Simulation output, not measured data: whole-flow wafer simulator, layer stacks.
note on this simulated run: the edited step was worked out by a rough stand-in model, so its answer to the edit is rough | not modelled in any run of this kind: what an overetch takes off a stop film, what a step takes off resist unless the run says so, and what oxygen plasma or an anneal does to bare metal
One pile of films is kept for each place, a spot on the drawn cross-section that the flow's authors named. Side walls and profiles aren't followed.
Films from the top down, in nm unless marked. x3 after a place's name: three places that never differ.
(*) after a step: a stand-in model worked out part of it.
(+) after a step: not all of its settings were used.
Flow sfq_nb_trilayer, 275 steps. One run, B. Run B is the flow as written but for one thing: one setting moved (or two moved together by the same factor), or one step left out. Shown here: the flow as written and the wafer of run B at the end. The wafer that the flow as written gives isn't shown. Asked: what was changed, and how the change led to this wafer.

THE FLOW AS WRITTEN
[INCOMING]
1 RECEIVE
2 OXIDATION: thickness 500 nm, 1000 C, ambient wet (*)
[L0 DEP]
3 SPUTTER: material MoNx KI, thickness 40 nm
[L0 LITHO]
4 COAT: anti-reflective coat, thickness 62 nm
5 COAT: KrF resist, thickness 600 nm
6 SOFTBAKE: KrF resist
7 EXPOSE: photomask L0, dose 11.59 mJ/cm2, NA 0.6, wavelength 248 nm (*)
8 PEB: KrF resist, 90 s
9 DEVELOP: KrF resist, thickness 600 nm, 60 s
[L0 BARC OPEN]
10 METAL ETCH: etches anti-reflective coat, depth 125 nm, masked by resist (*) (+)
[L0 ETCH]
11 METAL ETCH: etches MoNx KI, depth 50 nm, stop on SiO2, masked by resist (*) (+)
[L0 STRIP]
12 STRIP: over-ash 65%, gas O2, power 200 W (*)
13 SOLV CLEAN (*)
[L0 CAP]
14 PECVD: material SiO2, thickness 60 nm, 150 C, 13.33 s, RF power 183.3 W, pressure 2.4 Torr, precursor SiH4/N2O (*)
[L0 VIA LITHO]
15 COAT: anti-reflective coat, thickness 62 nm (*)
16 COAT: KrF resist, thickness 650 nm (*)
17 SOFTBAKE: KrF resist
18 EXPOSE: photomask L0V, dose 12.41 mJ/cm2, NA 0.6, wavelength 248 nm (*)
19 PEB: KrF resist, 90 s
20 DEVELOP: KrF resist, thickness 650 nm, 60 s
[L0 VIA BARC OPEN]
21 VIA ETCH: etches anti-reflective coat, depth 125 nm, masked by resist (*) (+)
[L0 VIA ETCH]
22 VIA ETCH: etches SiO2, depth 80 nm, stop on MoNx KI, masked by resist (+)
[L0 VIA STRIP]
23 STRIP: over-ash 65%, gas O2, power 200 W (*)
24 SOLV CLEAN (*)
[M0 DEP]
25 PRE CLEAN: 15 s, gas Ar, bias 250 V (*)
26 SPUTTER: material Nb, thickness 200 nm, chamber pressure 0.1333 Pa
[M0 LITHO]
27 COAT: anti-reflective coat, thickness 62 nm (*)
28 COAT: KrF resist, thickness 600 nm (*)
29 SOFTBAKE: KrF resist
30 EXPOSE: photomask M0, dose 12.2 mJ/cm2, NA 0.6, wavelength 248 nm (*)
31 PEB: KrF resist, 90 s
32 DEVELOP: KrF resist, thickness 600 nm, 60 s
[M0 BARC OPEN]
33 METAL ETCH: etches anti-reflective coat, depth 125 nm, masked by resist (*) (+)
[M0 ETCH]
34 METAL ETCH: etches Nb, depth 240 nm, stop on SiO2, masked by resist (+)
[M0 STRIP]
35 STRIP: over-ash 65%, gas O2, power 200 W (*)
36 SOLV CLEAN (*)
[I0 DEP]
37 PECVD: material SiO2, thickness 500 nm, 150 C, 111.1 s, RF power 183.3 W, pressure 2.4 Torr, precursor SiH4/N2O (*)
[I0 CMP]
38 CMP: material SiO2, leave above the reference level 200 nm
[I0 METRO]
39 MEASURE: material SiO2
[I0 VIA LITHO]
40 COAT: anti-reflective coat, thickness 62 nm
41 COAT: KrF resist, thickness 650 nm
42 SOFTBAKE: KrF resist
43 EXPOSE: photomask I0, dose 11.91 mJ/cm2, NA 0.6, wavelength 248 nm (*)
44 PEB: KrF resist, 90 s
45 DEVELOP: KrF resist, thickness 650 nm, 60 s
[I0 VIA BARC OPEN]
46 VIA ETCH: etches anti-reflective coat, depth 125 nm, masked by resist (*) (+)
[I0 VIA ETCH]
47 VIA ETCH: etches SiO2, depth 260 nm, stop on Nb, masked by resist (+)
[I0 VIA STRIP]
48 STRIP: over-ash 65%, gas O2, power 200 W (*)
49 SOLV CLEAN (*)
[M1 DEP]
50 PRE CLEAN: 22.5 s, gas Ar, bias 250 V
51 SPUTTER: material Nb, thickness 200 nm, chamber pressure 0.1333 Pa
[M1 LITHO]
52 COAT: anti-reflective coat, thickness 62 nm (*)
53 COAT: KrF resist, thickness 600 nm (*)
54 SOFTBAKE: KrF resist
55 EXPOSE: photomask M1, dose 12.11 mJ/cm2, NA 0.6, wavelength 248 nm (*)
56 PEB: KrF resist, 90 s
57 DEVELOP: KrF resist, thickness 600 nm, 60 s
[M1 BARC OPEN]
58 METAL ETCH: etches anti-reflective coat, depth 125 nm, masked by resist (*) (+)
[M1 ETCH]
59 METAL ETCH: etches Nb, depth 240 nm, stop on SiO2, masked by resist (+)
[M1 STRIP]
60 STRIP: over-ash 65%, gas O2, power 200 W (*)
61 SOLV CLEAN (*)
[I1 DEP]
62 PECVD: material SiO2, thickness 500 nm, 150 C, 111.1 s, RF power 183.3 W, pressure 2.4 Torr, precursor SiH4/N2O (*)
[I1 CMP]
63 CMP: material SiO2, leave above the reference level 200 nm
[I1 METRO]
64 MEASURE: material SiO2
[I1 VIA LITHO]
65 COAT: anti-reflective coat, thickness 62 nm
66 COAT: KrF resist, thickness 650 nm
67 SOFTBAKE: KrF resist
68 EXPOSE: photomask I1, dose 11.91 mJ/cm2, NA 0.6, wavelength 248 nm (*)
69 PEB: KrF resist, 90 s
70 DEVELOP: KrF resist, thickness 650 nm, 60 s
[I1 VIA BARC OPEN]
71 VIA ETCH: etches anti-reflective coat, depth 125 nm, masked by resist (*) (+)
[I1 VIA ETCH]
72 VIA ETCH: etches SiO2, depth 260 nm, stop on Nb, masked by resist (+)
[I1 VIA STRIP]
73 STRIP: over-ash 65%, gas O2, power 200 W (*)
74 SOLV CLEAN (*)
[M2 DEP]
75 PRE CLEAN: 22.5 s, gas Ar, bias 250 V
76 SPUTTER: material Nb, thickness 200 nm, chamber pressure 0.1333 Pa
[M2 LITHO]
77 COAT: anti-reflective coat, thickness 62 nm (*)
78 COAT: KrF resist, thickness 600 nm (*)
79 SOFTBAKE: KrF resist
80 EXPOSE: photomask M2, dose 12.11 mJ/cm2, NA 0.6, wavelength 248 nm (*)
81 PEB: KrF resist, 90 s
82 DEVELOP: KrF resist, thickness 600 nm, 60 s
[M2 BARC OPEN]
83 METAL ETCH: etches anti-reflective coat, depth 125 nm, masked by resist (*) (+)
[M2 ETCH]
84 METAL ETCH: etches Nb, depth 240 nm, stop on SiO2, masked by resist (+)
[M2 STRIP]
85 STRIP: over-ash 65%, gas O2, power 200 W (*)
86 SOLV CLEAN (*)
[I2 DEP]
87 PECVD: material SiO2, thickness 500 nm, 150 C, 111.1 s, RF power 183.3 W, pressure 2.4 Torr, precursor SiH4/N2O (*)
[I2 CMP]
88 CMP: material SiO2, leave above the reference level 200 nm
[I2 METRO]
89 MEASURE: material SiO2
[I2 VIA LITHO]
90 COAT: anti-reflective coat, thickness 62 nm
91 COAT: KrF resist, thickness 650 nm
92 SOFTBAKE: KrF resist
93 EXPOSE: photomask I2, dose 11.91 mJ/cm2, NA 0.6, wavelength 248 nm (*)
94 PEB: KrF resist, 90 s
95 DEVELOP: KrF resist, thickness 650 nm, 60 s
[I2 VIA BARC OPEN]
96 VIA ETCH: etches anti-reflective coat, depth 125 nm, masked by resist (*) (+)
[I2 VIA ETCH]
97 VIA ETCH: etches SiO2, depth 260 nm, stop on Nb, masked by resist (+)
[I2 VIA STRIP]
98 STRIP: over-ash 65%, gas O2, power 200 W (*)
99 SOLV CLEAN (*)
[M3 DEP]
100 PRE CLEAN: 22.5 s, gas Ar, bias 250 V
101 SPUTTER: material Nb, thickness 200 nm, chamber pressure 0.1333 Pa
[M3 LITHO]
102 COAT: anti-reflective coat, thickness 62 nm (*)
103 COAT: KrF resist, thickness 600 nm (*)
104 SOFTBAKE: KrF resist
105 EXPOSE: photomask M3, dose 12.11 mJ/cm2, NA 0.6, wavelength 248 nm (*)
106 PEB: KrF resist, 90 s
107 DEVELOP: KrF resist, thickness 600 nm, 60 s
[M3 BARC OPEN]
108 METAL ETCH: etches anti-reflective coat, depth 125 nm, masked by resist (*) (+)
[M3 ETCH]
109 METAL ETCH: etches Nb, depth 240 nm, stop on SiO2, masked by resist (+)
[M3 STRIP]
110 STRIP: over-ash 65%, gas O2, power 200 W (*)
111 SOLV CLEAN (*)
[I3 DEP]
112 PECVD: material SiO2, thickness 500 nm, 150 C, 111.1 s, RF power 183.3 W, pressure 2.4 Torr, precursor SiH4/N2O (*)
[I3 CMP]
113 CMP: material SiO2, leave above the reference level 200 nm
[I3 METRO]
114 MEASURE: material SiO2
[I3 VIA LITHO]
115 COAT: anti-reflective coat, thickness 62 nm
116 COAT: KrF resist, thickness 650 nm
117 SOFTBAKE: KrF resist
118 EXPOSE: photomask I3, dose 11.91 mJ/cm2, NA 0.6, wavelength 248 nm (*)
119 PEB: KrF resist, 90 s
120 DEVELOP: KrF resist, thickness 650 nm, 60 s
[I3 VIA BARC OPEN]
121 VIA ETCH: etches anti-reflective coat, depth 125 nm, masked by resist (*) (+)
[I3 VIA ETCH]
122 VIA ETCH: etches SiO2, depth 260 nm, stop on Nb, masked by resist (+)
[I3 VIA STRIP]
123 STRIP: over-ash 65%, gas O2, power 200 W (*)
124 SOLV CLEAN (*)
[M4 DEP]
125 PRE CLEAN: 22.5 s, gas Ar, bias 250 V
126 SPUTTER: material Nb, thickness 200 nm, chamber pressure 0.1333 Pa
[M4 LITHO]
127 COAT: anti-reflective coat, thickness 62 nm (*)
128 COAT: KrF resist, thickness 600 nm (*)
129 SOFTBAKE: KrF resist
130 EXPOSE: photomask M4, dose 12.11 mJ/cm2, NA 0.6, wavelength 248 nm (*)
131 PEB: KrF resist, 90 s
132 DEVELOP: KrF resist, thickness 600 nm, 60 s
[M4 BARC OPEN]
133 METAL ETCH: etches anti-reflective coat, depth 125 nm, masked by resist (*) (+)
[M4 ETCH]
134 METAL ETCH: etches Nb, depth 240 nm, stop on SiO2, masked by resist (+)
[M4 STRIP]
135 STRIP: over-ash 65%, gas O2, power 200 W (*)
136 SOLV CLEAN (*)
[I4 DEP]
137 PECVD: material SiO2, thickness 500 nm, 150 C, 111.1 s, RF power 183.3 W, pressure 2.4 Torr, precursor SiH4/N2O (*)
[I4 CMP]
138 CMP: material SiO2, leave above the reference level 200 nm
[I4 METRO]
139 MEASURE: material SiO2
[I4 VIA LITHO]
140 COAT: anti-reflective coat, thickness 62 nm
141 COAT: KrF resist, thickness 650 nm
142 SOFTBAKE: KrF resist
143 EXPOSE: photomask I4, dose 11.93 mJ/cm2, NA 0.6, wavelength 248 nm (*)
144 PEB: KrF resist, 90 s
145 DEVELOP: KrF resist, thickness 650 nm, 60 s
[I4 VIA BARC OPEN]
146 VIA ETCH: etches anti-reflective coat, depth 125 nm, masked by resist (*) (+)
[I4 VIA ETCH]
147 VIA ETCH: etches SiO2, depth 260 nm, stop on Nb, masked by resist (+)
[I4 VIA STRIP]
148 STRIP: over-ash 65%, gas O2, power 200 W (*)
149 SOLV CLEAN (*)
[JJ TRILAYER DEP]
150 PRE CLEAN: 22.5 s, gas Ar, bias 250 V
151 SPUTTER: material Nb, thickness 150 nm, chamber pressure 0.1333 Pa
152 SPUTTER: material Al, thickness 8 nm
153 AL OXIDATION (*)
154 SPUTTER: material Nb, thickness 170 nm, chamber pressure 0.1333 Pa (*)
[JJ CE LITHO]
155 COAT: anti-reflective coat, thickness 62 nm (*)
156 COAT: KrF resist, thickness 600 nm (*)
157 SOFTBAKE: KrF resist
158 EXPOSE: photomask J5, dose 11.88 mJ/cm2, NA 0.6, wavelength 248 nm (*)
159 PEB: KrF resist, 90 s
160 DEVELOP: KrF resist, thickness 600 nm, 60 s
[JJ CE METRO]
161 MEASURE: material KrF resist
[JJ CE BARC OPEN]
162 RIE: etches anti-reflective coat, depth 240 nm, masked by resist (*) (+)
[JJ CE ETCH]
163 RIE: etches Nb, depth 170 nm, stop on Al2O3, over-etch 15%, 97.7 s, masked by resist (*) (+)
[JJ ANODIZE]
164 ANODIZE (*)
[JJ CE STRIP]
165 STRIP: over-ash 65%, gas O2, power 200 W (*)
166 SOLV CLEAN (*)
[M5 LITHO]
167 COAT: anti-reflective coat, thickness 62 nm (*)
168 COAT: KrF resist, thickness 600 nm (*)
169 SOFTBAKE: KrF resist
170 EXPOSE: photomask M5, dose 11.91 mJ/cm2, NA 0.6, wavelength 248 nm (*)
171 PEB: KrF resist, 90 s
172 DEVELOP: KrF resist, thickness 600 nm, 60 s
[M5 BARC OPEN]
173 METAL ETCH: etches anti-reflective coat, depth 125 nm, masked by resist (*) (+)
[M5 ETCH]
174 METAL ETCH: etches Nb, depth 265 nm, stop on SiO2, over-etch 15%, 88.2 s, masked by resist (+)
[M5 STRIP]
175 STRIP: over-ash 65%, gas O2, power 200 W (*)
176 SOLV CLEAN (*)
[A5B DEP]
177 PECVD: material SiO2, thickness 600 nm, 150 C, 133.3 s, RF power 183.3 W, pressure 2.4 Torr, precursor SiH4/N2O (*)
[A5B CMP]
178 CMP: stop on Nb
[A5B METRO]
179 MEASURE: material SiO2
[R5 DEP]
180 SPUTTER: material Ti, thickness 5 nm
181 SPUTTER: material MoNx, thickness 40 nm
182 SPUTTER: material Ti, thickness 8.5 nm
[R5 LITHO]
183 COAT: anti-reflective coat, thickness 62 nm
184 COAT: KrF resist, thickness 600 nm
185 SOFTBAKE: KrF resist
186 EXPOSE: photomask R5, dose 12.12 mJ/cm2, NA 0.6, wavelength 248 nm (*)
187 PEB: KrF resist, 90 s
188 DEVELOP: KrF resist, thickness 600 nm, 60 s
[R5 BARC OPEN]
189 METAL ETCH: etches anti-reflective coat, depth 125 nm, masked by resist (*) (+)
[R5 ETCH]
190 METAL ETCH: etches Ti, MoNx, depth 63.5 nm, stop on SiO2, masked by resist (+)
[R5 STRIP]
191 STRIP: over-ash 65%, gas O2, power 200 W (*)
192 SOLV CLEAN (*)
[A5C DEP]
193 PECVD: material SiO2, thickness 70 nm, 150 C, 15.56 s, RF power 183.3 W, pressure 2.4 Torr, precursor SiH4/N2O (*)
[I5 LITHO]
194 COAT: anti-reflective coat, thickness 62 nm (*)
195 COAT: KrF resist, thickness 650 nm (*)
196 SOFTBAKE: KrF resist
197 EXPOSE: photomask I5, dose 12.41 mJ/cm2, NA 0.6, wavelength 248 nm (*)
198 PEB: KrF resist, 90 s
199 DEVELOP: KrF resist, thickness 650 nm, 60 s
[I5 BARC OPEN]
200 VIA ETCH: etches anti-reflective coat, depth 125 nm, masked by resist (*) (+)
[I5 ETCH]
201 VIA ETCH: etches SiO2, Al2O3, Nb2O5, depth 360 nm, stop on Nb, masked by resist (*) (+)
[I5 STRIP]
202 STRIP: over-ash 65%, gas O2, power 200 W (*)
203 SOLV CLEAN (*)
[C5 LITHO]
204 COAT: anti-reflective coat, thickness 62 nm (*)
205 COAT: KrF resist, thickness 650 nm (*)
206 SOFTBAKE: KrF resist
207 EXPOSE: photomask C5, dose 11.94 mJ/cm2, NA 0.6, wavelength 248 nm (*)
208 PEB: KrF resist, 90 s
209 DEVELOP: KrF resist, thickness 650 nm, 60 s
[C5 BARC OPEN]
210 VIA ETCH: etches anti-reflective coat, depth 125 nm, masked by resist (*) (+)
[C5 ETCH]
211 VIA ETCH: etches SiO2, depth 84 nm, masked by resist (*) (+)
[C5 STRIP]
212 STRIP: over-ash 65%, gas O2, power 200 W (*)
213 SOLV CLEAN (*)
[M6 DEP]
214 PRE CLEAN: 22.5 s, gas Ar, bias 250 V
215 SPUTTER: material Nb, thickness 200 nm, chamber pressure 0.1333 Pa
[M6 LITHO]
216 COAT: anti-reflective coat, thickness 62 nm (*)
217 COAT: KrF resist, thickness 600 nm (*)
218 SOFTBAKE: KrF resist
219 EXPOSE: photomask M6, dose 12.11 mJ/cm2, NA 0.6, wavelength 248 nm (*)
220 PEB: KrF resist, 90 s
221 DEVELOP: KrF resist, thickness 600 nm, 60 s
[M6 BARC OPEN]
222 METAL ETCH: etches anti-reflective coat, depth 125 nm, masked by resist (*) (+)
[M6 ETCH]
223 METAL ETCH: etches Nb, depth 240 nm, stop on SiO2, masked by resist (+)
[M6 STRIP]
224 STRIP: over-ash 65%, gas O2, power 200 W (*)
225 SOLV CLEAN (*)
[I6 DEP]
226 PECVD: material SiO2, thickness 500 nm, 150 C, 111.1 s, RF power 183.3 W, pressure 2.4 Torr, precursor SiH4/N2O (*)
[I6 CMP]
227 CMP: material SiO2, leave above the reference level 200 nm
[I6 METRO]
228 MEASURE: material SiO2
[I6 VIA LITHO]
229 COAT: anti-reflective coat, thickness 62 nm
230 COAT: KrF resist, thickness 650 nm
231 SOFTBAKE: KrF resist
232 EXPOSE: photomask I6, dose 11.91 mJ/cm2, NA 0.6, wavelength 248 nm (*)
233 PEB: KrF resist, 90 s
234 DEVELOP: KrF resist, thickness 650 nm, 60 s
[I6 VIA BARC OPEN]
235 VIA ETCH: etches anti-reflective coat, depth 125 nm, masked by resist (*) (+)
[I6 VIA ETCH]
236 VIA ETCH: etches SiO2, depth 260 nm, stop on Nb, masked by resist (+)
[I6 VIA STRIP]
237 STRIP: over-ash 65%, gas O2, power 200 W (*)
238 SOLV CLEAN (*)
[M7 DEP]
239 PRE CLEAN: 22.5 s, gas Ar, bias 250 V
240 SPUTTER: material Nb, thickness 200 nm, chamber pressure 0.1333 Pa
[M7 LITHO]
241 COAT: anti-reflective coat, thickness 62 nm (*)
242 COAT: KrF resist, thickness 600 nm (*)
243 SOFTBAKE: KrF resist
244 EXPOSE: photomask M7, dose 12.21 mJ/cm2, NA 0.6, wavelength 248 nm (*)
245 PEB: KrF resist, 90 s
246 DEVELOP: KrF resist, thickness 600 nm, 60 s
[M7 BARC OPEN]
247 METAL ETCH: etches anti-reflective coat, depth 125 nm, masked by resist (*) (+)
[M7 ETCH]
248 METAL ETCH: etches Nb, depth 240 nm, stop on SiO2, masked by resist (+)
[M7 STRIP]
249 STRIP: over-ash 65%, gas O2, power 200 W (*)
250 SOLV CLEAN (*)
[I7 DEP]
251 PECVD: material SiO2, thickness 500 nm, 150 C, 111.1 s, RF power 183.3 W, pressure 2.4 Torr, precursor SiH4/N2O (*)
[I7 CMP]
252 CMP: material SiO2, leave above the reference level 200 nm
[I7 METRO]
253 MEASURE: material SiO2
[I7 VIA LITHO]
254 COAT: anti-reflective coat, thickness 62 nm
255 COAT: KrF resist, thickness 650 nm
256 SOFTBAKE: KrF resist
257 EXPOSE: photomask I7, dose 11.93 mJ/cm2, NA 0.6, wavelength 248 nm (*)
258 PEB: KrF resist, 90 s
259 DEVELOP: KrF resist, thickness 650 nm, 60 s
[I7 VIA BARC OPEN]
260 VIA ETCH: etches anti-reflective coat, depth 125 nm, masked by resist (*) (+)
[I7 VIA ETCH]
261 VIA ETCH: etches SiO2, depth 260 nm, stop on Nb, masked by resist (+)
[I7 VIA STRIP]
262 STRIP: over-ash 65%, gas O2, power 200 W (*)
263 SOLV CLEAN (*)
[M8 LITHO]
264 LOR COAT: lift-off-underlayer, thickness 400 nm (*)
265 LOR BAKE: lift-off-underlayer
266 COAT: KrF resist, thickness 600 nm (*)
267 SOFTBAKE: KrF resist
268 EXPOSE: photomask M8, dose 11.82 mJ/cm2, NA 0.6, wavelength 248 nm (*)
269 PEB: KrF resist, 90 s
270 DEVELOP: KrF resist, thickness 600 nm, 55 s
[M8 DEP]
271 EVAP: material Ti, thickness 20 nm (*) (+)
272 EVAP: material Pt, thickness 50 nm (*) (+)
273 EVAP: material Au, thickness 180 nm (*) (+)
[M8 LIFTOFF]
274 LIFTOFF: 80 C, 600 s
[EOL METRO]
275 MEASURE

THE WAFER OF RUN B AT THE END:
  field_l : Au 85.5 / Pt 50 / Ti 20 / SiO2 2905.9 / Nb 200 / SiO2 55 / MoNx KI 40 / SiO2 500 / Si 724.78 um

The cause: step 273, EVAP: thickness 85.5 nm was run, where the flow has thickness 180 nm.
It can be read off the wafer: field_l has Au 85.5, and step 273 as written asks for 180 nm.

How the change led to this, step by step:
  273 EVAP: material Au, thickness 180 nm (*) (+)
      field_l, v_sur, via_wl and 103 more: Au +85.5 (new film) (as written it would be: Au +180 (new film))
  274 LIFTOFF: 80 C, 600 s
      p4_fl, p4_fm, p4_w1 and 71 more: Au -85.5 (all of it), Pt -50 (all of it), Ti -20 (all of it), KrF resist -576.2 (all of it), lift-off-underlayer -400 (all of it) (as written it would be: Au -180 (all of it), Pt -50 (all of it), Ti -20 (all of it), KrF resist -576.2 (all of it), lift-off-underlayer -400 (all of it))
      c5j, ce_r: Au -85.5 (all of it), Pt -50 (all of it), Ti -20 (all of it), KrF resist -573.3 (all of it), lift-off-underlayer -399.3 (all of it) (as written it would be: Au -180 (all of it), Pt -50 (all of it), Ti -20 (all of it), KrF resist -573.3 (all of it), lift-off-underlayer -399.3 (all of it))
      (and at 19 more places)
